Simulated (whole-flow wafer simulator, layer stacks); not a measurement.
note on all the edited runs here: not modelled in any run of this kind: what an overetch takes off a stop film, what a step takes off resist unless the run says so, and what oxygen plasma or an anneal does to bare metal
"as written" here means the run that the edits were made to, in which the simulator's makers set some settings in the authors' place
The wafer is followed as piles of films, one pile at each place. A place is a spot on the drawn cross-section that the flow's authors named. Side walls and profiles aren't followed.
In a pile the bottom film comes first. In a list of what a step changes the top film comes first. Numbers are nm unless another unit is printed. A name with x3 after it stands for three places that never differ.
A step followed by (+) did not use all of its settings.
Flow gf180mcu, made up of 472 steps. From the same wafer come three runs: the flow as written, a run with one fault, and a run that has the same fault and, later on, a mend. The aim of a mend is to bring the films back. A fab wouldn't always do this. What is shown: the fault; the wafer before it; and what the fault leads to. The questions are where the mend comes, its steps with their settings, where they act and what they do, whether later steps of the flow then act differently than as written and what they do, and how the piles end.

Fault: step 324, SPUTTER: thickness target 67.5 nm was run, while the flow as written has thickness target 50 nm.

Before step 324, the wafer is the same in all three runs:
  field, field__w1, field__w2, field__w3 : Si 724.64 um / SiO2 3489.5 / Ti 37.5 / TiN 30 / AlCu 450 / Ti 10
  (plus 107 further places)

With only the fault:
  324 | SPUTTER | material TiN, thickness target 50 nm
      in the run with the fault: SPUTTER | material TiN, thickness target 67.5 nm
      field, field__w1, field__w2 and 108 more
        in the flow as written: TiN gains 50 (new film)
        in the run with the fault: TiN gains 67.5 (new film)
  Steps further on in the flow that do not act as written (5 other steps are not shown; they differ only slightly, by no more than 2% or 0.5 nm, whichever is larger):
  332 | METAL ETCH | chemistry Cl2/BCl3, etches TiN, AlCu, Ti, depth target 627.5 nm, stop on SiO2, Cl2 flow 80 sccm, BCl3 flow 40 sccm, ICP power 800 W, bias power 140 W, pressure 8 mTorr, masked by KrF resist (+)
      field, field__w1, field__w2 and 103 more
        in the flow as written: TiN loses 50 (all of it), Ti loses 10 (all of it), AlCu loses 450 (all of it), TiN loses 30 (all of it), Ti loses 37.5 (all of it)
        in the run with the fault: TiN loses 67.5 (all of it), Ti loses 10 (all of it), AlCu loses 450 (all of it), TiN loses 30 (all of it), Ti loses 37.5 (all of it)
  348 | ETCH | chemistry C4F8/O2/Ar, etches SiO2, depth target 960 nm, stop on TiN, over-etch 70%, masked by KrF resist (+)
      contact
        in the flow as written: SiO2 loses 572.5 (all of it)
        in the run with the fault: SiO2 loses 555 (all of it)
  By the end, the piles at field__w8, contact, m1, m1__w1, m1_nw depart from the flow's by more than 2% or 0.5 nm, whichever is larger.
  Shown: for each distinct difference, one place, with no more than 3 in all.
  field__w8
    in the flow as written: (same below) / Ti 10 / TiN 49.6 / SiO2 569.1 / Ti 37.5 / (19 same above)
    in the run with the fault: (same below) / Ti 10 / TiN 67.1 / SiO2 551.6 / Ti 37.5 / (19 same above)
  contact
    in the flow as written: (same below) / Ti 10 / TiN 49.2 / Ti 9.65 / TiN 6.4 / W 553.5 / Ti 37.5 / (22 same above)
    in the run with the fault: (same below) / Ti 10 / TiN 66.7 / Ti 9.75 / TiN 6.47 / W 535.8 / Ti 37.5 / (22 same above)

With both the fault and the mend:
  After step 331 comes the mend.
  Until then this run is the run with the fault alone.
  332 | METAL ETCH | chemistry Cl2/BCl3, etches TiN, AlCu, Ti, depth target 645 nm, stop on SiO2, Cl2 flow 80 sccm, BCl3 flow 40 sccm, ICP power 800 W, bias power 140 W, pressure 8 mTorr, masked by KrF resist (+) (the flow's step 332, where the flow has depth target 627.5 nm)
      field, field__w1, field__w2 and 103 more
        TiN loses 67.5 (all of it), Ti loses 10 (all of it), AlCu loses 450 (all of it), TiN loses 30 (all of it), Ti loses 37.5 (all of it)
      field__w8, contact, m1, m1__w1, m1_nw
        KrF resist loses 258
  Steps further on in the flow that do not act as written (6 other steps are not shown; they differ only slightly, by no more than 2% or 0.5 nm, whichever is larger):
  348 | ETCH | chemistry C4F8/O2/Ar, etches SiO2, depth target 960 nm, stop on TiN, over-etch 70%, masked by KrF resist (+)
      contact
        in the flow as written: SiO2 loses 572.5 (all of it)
        in the run with the mend: SiO2 loses 555 (all of it)
  By the end, the piles at field__w8, contact, m1, m1__w1, m1_nw depart from the flow's by more than 2% or 0.5 nm, whichever is larger.
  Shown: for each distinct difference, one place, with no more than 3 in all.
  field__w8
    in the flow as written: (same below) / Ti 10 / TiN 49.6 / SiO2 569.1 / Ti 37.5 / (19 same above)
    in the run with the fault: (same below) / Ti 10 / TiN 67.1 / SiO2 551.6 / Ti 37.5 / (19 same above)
    in the run with the mend: (same below) / Ti 10 / TiN 67.1 / SiO2 551.6 / Ti 37.5 / (19 same above)
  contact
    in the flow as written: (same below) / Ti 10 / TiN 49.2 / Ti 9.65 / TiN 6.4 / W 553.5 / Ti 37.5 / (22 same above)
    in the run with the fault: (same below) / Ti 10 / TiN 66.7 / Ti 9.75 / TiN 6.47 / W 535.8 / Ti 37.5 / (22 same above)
    in the run with the mend: (same below) / Ti 10 / TiN 66.7 / Ti 9.75 / TiN 6.47 / W 535.8 / Ti 37.5 / (22 same above)
